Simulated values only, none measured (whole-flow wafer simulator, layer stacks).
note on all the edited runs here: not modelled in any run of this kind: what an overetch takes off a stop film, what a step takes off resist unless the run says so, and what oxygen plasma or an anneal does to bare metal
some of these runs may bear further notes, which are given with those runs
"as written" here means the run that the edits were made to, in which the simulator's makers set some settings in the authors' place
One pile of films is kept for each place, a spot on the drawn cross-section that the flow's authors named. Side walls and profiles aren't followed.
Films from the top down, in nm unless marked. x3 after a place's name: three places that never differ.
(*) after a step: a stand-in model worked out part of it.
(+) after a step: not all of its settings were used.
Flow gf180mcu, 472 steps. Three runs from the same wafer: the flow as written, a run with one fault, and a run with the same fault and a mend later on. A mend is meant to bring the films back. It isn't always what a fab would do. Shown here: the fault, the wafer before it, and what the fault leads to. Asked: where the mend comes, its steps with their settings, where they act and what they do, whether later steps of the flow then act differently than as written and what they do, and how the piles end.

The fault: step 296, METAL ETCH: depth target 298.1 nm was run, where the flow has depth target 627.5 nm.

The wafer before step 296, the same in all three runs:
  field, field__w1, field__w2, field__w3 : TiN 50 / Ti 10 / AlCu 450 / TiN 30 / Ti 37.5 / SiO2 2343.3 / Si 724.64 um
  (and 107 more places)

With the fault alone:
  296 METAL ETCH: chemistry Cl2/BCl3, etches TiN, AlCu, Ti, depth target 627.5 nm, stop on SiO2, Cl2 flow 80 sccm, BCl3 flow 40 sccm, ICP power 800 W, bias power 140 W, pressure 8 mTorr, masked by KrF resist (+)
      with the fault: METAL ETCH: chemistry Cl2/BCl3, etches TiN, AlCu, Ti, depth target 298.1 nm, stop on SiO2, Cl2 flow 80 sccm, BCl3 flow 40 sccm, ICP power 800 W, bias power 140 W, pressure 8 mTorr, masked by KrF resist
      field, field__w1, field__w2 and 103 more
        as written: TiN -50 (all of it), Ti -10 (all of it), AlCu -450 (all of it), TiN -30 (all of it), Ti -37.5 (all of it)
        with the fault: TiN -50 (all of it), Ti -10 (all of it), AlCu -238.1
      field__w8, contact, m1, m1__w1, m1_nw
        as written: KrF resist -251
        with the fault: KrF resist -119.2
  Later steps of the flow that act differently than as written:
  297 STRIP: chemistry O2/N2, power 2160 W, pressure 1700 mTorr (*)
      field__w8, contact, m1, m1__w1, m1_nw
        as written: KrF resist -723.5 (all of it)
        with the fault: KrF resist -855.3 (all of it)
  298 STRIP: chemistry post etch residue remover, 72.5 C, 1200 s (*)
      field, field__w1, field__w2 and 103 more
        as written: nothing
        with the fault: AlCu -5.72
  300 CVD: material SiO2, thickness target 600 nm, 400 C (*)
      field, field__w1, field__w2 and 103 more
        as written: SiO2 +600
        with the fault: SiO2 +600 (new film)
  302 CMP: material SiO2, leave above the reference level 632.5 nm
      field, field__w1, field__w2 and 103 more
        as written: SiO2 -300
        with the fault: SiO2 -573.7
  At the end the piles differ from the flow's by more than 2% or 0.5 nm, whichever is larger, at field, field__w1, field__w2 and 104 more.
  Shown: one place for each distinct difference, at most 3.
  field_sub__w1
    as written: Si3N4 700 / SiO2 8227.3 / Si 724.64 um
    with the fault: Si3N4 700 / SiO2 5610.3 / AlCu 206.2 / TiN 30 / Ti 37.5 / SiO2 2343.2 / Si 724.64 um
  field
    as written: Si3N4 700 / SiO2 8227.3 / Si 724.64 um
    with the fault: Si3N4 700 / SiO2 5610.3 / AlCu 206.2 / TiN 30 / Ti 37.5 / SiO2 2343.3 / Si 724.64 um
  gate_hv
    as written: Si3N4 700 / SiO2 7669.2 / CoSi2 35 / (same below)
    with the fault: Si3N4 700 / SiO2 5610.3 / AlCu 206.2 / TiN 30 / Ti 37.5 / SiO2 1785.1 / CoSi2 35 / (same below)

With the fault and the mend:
  The mend comes after step 296.
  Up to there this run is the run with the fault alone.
  296a METAL ETCH: chemistry Cl2/BCl3, etches TiN, AlCu, Ti, depth target 329.4 nm, stop on SiO2, Cl2 flow 80 sccm, BCl3 flow 40 sccm, ICP power 800 W, bias power 140 W, pressure 8 mTorr, masked by KrF resist (+) (the flow's step 296 once more, with other settings)
      field, field__w1, field__w2 and 103 more
        AlCu -211.9 (all of it), TiN -30 (all of it), Ti -37.5 (all of it)
      field__w8, contact, m1, m1__w1, m1_nw
        KrF resist -131.8
  No later step of the flow acts differently than as written at any place that is followed.
  At the end the piles are the same as the flow's at every place that both follow.
